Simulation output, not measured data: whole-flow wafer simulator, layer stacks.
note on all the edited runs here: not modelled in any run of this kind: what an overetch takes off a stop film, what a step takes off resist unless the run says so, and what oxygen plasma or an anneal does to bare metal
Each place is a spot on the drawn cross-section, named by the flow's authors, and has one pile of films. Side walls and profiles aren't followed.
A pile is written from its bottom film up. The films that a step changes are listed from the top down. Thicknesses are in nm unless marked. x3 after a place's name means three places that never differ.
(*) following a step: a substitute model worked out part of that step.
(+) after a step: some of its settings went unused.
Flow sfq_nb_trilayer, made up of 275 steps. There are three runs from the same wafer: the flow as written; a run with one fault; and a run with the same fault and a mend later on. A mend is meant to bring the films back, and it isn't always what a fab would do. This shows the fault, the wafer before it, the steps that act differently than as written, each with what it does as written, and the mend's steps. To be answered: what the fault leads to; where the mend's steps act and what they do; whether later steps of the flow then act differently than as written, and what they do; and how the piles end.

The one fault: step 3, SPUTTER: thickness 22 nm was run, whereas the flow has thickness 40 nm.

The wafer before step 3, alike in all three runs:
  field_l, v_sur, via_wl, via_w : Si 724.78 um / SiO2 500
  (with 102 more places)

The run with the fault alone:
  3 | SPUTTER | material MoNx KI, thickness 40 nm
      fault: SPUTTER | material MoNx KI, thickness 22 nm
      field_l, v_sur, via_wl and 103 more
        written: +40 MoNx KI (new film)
        fault: +22 MoNx KI (new film)
  Steps later in the flow that act otherwise than as written (not shown: 8 more steps that differ only slightly, by at most 2% or 0.5 nm, whichever is larger):
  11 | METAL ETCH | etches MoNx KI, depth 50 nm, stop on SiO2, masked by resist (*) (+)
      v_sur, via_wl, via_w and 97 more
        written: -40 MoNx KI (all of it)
        fault: -22 MoNx KI (all of it)
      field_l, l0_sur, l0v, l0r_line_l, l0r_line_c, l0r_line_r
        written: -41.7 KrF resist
        fault: -27.5 KrF resist
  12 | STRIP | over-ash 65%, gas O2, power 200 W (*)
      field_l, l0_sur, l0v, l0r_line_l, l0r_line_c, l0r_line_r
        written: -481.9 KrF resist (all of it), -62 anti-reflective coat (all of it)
        fault: -496.1 KrF resist (all of it), -62 anti-reflective coat (all of it)
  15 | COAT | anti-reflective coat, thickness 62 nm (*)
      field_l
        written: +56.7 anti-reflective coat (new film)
        fault: +58.9 anti-reflective coat (new film)
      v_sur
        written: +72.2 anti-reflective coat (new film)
        fault: +67.6 anti-reflective coat (new film)
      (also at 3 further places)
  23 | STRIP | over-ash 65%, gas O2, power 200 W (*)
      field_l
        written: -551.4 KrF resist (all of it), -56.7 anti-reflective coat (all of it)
        fault: -555.2 KrF resist (all of it), -58.9 anti-reflective coat (all of it)
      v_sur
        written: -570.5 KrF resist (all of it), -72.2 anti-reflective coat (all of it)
        fault: -565.5 KrF resist (all of it), -67.6 anti-reflective coat (all of it)
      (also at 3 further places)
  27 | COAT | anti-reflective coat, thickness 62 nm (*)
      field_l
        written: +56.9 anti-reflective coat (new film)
        fault: +59 anti-reflective coat (new film)
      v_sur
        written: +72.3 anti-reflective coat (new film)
        fault: +67.6 anti-reflective coat (new film)
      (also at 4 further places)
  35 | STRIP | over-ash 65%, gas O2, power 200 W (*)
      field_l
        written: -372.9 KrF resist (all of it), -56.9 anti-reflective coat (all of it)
        fault: -377.1 KrF resist (all of it), -59 anti-reflective coat (all of it)
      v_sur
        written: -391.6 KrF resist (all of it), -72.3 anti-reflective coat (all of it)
        fault: -387.3 KrF resist (all of it), -67.6 anti-reflective coat (all of it)
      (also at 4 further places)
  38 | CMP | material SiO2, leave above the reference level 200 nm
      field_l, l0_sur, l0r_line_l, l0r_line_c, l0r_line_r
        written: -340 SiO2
        fault: -322 SiO2
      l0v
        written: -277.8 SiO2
        fault: -259.8 SiO2
  The piles end different from the flow's at field_l, l0_sur, l0v, l0r_line_l, l0r_line_c, l0r_line_r by more than 2% or 0.5 nm, whichever is larger.
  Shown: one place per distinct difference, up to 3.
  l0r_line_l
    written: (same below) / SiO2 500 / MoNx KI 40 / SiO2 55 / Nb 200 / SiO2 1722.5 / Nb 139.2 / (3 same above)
    fault: (same below) / SiO2 500 / MoNx KI 22 / SiO2 55 / Nb 200 / SiO2 1740.5 / Nb 139.2 / (3 same above)
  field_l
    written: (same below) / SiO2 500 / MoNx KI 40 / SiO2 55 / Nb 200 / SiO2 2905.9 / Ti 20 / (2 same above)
    fault: (same below) / SiO2 500 / MoNx KI 22 / SiO2 55 / Nb 200 / SiO2 2923.9 / Ti 20 / (2 same above)
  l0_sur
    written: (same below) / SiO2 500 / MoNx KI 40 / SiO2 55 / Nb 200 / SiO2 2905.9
    fault: (same below) / SiO2 500 / MoNx KI 22 / SiO2 55 / Nb 200 / SiO2 2923.9

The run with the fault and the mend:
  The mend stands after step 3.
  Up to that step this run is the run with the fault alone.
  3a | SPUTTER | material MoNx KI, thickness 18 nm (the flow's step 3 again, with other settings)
      field_l, v_sur, via_wl and 103 more
        +18 MoNx KI
  None of the later steps of the flow acts differently than as written at any place that is followed.
  The piles end the same as the flow's at every place that both follow.
